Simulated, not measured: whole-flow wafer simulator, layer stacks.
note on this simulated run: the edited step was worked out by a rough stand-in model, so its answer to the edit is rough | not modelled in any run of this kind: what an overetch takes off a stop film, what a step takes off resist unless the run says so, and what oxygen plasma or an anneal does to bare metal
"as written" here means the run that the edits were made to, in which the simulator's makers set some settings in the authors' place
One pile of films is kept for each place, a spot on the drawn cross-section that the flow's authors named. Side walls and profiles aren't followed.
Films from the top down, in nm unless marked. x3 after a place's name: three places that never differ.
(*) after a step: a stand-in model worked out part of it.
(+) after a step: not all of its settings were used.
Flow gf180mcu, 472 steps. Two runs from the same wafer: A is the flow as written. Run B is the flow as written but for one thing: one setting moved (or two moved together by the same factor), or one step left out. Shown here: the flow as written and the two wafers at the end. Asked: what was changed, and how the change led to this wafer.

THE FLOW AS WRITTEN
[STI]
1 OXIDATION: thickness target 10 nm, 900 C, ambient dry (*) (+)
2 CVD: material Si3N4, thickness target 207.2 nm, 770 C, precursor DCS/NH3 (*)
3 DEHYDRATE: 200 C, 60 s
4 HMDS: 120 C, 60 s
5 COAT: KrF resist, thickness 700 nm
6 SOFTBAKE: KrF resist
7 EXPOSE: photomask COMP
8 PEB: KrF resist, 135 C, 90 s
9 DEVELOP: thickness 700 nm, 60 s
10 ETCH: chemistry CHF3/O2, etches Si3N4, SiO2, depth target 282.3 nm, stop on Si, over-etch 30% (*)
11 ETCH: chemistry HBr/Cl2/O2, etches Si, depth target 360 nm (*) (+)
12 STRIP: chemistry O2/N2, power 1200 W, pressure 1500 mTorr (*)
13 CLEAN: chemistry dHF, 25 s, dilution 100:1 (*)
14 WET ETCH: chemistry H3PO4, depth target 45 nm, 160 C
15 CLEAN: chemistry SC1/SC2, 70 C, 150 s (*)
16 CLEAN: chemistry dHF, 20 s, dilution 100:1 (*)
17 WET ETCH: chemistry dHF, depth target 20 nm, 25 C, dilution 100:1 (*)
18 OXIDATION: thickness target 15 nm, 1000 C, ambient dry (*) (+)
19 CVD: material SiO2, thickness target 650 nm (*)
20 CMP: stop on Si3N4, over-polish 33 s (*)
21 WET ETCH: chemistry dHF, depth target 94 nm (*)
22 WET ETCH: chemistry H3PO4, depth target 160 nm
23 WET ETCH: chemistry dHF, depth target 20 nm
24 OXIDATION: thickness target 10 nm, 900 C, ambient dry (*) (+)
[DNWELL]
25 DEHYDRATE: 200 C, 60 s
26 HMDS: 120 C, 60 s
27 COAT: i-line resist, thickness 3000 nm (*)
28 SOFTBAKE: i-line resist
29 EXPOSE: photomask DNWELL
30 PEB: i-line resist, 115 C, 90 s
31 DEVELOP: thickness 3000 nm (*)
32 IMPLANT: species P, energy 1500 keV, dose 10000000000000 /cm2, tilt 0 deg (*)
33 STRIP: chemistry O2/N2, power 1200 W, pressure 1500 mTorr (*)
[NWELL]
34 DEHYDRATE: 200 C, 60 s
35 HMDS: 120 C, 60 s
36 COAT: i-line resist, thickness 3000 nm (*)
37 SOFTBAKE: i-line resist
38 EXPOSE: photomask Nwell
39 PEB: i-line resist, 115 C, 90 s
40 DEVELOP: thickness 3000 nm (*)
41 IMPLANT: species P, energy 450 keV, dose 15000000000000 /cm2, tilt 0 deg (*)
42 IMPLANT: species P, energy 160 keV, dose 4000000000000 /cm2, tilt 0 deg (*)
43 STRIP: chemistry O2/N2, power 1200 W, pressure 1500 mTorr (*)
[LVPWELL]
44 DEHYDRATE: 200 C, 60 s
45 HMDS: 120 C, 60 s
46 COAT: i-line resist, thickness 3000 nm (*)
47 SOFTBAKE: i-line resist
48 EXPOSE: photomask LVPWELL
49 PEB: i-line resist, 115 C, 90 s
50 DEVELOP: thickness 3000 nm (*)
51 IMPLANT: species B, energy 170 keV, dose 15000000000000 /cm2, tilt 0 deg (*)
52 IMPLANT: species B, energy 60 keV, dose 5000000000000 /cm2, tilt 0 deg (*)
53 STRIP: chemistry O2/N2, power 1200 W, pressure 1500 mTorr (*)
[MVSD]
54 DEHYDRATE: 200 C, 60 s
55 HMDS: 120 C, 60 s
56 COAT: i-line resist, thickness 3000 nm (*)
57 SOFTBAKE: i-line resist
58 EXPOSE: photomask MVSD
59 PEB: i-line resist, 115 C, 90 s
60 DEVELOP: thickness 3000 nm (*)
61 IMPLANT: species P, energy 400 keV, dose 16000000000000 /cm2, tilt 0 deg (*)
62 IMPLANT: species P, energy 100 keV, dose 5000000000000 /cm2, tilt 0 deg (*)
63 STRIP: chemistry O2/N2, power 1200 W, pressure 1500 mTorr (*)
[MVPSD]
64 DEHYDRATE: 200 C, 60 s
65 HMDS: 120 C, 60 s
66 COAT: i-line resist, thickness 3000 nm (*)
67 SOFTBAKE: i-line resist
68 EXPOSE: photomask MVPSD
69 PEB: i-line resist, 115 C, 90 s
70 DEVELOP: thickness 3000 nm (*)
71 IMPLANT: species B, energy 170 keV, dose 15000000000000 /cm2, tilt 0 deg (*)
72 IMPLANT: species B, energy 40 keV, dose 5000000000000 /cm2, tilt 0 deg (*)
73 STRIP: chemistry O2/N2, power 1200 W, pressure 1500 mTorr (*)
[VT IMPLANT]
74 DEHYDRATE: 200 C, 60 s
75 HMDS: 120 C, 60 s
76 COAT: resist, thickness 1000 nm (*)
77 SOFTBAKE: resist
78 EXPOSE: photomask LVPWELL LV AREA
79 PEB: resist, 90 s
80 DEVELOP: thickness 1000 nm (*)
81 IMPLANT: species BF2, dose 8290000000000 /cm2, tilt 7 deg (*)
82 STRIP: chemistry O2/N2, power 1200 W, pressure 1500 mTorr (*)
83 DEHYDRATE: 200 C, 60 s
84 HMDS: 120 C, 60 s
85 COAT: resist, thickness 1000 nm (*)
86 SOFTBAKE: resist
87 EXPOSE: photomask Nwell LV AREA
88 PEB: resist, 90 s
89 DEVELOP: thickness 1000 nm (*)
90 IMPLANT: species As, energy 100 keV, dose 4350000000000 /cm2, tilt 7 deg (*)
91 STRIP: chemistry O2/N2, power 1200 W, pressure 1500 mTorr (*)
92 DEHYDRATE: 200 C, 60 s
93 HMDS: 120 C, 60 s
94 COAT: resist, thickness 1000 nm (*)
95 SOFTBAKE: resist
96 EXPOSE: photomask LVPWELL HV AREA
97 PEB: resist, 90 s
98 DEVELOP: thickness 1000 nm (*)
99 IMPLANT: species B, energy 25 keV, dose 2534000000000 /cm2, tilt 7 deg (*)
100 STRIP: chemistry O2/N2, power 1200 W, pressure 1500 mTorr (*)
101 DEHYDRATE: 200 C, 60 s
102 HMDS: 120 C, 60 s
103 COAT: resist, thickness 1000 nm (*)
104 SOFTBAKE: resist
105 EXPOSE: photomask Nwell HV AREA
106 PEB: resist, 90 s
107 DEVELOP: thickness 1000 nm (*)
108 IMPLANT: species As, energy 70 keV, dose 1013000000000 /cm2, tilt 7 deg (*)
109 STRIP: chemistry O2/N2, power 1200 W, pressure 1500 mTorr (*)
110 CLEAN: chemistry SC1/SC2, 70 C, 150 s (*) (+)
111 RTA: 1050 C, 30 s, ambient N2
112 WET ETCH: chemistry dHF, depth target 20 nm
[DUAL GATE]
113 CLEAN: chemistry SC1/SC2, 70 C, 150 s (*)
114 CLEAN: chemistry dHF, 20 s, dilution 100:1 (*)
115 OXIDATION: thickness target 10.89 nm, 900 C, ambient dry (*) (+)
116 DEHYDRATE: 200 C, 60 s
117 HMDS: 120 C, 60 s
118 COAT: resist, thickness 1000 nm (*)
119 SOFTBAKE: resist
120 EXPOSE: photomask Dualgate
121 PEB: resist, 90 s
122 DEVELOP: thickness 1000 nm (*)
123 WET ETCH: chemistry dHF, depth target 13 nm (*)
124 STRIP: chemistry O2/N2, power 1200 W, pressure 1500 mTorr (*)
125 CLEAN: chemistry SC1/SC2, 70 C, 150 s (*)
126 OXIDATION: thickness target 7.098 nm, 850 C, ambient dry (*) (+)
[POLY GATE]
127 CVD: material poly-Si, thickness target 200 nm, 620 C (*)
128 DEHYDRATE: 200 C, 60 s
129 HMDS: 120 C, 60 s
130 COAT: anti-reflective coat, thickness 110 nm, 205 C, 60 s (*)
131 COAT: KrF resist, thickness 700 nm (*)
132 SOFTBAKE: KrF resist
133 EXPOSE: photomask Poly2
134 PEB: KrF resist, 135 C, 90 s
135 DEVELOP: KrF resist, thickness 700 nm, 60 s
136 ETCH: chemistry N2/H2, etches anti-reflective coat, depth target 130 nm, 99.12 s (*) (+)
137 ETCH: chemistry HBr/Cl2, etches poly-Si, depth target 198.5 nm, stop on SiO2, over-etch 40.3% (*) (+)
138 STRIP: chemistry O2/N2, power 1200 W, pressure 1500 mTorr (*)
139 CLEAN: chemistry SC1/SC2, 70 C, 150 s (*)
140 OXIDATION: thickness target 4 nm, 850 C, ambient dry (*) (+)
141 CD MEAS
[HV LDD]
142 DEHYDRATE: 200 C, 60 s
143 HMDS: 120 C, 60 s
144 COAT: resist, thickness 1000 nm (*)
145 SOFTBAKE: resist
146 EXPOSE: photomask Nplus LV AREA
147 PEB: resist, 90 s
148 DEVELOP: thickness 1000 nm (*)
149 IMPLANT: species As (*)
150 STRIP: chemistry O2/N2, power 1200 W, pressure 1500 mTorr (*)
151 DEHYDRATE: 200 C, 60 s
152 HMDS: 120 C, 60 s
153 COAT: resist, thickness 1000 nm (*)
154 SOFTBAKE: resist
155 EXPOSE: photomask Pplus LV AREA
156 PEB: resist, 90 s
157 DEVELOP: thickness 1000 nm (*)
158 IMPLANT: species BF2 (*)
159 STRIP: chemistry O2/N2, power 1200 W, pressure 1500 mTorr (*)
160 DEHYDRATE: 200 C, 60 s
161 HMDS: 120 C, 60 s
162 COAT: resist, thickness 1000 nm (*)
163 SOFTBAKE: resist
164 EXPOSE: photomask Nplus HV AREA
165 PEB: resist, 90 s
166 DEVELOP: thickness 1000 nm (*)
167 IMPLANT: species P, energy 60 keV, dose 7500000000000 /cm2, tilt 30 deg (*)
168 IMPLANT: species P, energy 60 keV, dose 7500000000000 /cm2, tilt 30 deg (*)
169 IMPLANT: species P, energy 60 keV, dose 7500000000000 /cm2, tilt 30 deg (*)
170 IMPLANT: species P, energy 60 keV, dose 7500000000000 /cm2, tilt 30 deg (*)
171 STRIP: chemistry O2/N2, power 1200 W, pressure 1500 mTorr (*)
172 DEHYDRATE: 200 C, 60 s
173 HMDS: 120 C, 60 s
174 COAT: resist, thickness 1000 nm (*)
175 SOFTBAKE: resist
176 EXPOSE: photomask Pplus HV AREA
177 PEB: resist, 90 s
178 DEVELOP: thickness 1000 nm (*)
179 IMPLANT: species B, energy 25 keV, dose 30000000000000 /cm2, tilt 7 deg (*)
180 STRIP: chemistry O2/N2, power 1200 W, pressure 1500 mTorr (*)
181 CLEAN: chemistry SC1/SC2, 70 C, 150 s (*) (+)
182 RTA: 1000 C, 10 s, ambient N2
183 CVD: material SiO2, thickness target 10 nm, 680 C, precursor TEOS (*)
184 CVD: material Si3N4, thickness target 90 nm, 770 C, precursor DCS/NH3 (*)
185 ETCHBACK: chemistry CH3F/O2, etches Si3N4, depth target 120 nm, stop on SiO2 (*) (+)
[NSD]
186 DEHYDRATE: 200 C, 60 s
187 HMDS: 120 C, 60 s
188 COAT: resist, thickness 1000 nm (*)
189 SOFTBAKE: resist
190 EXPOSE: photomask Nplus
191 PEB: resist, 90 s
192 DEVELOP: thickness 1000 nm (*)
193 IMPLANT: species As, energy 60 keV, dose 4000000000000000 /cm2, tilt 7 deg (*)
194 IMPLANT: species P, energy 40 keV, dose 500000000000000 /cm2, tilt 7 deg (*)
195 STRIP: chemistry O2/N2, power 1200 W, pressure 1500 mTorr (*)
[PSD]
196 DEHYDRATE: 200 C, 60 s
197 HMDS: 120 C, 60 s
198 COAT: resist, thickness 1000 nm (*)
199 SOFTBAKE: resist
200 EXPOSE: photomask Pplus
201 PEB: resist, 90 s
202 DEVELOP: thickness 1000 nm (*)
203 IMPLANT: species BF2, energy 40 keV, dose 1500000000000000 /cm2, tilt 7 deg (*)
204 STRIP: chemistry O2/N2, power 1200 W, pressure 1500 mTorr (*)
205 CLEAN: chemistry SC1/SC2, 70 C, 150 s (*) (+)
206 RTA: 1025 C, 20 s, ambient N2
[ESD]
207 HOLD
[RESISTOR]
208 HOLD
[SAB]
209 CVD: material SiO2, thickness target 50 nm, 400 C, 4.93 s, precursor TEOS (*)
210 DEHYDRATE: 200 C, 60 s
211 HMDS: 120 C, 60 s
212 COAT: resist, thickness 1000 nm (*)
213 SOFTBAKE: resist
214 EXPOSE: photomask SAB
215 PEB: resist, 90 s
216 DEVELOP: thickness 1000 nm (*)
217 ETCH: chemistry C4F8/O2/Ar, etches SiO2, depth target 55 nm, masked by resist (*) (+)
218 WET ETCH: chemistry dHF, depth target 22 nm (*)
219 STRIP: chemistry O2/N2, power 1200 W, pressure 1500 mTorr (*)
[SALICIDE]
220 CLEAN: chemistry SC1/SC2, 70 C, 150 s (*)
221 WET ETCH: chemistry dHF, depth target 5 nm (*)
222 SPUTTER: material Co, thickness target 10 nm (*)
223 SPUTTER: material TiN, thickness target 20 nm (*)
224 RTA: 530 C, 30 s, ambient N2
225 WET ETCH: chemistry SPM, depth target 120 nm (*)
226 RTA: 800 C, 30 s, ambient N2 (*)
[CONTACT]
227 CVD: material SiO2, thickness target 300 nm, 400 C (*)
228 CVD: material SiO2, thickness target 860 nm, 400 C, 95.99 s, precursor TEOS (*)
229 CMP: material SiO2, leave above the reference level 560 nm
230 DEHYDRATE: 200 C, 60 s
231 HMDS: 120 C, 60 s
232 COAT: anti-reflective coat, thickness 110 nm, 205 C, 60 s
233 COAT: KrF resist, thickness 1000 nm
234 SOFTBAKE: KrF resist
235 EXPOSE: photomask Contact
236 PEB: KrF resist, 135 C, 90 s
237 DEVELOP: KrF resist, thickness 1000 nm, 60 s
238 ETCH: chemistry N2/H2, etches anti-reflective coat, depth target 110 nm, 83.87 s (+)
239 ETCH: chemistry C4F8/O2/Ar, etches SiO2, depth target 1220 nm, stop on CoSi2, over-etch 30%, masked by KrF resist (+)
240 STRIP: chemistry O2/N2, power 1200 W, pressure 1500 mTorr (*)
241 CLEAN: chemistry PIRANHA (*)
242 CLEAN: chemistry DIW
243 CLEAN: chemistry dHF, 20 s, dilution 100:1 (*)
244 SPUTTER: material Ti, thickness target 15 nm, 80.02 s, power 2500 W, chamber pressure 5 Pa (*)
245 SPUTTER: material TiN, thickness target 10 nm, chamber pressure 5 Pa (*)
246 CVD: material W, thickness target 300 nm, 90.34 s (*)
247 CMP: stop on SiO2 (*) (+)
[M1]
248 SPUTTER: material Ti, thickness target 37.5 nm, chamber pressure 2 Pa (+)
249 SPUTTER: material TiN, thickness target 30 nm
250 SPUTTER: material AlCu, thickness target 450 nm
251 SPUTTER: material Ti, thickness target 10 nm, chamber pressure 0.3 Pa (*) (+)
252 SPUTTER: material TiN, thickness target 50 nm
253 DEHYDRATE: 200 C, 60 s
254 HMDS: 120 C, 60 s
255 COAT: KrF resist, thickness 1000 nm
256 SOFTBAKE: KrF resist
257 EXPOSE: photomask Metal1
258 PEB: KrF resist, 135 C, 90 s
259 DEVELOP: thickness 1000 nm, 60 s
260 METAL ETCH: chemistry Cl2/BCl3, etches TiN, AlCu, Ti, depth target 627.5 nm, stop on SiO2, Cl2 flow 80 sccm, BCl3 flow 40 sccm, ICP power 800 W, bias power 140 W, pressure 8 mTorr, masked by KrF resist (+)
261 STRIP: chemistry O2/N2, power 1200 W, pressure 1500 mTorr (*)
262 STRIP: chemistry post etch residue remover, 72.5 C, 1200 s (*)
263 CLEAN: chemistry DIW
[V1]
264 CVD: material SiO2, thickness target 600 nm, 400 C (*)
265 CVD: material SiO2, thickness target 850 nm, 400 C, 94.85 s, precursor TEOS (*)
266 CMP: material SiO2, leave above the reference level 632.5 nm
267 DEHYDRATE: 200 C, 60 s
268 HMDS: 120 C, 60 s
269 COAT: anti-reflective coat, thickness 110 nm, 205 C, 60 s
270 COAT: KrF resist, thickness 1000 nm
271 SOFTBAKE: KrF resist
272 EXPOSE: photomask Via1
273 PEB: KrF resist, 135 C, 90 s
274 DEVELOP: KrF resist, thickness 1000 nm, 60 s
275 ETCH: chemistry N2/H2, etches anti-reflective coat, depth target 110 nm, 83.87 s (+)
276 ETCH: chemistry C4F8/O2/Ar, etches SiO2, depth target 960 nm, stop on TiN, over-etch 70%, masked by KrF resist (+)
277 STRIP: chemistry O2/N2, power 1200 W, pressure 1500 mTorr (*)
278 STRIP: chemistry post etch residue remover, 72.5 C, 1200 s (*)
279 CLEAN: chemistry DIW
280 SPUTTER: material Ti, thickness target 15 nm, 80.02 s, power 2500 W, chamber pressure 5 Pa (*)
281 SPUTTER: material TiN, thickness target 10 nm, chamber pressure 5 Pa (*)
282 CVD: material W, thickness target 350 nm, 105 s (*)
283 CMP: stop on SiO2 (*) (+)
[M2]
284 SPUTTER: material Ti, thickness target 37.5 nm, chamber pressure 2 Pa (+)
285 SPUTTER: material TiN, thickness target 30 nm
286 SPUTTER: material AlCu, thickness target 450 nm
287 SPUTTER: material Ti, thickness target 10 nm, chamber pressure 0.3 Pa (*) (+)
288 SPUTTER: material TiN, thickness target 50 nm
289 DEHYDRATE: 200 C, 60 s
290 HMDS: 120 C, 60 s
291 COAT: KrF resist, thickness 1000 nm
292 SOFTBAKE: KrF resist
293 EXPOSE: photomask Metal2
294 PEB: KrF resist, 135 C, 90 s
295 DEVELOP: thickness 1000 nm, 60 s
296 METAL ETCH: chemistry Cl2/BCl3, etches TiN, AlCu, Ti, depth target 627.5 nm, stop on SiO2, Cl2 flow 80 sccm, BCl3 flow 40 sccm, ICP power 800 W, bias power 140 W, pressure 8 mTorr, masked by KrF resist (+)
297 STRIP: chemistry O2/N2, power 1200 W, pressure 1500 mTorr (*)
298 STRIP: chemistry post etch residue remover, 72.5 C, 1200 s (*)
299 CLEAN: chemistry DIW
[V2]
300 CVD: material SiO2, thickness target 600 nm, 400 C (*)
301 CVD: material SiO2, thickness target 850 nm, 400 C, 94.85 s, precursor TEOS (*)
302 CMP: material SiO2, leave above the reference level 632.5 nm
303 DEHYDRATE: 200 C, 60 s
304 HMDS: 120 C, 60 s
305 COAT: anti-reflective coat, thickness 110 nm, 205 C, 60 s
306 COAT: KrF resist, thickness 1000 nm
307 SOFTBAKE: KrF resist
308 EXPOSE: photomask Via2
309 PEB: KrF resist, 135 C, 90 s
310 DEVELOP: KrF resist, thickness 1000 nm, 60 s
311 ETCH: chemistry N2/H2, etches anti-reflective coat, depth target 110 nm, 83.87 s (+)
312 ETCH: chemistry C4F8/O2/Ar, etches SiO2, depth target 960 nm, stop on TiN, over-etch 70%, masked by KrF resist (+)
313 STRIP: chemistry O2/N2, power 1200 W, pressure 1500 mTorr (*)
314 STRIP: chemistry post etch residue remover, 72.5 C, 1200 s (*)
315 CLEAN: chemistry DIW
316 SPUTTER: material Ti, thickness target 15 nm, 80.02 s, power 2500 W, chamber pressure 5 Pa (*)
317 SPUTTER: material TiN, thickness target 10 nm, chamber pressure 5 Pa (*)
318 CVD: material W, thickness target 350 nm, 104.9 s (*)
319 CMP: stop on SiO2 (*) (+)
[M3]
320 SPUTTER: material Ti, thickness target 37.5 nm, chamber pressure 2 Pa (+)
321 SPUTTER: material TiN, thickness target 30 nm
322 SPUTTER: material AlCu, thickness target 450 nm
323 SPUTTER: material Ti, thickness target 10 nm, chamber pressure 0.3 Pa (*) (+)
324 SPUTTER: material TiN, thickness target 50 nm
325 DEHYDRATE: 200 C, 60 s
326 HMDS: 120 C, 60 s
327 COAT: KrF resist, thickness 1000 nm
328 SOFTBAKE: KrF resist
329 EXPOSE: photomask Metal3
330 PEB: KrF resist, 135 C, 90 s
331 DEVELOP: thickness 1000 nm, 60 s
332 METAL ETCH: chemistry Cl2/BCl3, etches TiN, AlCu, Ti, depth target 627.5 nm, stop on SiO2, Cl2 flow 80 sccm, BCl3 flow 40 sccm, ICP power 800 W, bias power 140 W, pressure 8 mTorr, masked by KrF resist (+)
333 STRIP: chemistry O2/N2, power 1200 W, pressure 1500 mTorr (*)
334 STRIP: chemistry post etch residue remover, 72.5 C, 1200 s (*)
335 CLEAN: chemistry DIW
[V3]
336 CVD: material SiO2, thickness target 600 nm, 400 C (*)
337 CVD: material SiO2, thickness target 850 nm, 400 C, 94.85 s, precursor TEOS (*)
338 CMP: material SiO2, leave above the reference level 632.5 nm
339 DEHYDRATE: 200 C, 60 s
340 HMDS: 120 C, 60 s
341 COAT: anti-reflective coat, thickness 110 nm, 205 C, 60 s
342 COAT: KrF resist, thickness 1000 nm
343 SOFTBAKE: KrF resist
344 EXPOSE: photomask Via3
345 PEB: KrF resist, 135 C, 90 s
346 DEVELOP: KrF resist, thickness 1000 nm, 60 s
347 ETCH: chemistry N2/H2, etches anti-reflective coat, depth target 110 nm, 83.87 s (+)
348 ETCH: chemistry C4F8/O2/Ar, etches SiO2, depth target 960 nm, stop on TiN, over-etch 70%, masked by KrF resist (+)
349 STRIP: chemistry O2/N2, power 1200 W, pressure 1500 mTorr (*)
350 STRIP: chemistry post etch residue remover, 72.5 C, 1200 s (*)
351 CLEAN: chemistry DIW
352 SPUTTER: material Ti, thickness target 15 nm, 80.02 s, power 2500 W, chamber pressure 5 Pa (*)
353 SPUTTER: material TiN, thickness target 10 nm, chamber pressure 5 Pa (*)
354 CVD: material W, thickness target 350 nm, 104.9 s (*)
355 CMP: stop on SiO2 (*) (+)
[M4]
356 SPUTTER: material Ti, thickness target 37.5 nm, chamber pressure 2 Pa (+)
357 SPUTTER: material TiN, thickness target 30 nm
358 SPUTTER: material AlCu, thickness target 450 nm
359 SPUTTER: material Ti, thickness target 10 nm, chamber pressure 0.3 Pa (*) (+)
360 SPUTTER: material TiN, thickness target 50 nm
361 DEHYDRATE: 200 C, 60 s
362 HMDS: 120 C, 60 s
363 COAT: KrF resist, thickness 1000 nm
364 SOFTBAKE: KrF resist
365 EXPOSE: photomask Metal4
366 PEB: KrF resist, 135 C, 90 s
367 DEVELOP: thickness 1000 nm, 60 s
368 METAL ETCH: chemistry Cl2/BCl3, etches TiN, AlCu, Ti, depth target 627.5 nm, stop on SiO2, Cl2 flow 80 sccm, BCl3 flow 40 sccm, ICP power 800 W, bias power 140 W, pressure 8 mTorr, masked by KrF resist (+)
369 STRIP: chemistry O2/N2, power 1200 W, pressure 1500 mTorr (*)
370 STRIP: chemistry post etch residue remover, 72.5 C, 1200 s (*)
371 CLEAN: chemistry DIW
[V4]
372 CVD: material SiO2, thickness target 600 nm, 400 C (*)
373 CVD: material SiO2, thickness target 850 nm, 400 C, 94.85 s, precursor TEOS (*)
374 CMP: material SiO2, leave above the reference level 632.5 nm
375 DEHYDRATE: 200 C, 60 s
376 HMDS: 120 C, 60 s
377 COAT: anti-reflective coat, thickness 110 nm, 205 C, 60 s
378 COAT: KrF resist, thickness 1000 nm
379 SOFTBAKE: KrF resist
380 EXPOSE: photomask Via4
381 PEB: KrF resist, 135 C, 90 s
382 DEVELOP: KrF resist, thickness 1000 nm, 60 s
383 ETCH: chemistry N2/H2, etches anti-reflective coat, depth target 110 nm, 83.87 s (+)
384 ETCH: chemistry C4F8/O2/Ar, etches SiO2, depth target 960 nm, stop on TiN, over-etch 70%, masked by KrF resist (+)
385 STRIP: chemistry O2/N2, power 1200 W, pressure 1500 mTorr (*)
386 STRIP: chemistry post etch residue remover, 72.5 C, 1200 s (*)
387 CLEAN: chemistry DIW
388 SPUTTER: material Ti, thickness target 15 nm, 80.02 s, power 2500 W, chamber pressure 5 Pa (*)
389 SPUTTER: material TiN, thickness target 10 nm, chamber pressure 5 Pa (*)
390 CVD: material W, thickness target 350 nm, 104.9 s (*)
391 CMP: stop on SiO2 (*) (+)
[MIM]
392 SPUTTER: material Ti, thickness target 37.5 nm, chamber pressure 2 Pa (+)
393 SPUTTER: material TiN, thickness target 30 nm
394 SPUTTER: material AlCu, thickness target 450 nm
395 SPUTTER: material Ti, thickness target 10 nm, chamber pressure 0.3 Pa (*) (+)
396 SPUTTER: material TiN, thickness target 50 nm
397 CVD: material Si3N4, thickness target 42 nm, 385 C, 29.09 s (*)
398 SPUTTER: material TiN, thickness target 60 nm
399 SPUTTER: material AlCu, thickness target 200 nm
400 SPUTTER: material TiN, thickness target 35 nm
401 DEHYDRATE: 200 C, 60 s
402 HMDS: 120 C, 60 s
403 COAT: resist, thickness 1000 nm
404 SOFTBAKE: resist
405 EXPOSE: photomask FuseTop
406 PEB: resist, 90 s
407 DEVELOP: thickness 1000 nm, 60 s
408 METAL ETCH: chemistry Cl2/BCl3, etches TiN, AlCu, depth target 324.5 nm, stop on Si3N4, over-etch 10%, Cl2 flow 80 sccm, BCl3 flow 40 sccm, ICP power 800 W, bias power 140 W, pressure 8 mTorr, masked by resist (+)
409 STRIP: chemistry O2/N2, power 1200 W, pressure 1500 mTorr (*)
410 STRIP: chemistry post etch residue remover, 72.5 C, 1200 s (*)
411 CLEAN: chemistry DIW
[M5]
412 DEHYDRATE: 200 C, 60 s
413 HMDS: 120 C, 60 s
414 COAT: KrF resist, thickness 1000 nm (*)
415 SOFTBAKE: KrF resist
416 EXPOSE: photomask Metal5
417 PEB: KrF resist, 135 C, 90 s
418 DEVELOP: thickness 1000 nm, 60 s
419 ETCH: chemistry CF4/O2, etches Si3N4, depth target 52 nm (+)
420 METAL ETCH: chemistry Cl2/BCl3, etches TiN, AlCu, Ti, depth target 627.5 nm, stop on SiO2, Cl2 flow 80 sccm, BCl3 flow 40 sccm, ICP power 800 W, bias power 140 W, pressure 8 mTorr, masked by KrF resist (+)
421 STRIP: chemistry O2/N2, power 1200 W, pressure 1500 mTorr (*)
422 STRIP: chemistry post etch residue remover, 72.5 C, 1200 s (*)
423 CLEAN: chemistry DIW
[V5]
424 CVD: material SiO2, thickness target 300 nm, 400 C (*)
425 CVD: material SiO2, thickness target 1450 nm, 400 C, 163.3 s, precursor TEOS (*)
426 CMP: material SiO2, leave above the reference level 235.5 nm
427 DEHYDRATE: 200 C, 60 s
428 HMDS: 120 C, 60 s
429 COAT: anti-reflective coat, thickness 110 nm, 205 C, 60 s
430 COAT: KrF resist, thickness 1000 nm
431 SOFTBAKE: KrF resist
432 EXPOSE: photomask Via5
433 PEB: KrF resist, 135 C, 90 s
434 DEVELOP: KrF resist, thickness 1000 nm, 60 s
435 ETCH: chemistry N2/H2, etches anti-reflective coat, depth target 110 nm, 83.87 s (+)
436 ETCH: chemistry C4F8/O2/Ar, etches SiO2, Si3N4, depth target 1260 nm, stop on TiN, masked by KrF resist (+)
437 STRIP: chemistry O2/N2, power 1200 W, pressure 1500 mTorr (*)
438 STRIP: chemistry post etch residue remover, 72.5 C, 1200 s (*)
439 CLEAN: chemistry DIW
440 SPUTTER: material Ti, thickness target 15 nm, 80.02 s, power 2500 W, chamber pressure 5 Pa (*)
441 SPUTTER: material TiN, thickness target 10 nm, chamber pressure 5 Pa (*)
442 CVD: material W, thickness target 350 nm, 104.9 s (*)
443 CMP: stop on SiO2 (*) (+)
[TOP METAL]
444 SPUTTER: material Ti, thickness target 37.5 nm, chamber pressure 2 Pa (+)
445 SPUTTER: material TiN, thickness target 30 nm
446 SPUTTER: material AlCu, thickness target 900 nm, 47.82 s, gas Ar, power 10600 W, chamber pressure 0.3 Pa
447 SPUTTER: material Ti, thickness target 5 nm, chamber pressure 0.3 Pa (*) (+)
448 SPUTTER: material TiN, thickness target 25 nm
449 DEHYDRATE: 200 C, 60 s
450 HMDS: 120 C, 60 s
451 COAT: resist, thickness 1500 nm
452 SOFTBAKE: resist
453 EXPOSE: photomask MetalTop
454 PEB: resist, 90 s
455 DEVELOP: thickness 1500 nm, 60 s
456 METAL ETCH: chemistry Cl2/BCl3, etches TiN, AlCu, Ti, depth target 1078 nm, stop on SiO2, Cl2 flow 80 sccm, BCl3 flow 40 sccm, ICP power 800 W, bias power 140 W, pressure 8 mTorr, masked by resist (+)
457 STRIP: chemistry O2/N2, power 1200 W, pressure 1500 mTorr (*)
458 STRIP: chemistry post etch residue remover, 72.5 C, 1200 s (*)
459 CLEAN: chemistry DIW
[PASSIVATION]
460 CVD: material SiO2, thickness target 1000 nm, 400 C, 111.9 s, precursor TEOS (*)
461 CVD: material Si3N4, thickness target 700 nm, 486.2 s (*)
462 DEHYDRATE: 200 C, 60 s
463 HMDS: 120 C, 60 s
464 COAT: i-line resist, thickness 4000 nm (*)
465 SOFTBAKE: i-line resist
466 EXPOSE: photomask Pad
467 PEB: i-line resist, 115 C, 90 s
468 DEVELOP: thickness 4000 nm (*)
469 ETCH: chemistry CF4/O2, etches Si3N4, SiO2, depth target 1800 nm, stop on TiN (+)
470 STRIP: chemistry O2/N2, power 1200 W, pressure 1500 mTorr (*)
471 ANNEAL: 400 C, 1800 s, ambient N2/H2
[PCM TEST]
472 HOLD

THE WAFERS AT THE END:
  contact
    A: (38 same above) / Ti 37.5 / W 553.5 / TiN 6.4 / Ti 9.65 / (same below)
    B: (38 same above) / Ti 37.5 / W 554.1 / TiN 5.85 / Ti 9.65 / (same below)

The cause: step 281, SPUTTER: chamber pressure 3.24 Pa was run, where the flow has chamber pressure 5 Pa.

How the change led to this, step by step:
  281 SPUTTER: material TiN, thickness target 10 nm, chamber pressure 5 Pa (*)
      contact: A TiN +6.4 (new film) | B TiN +5.85 (new film)
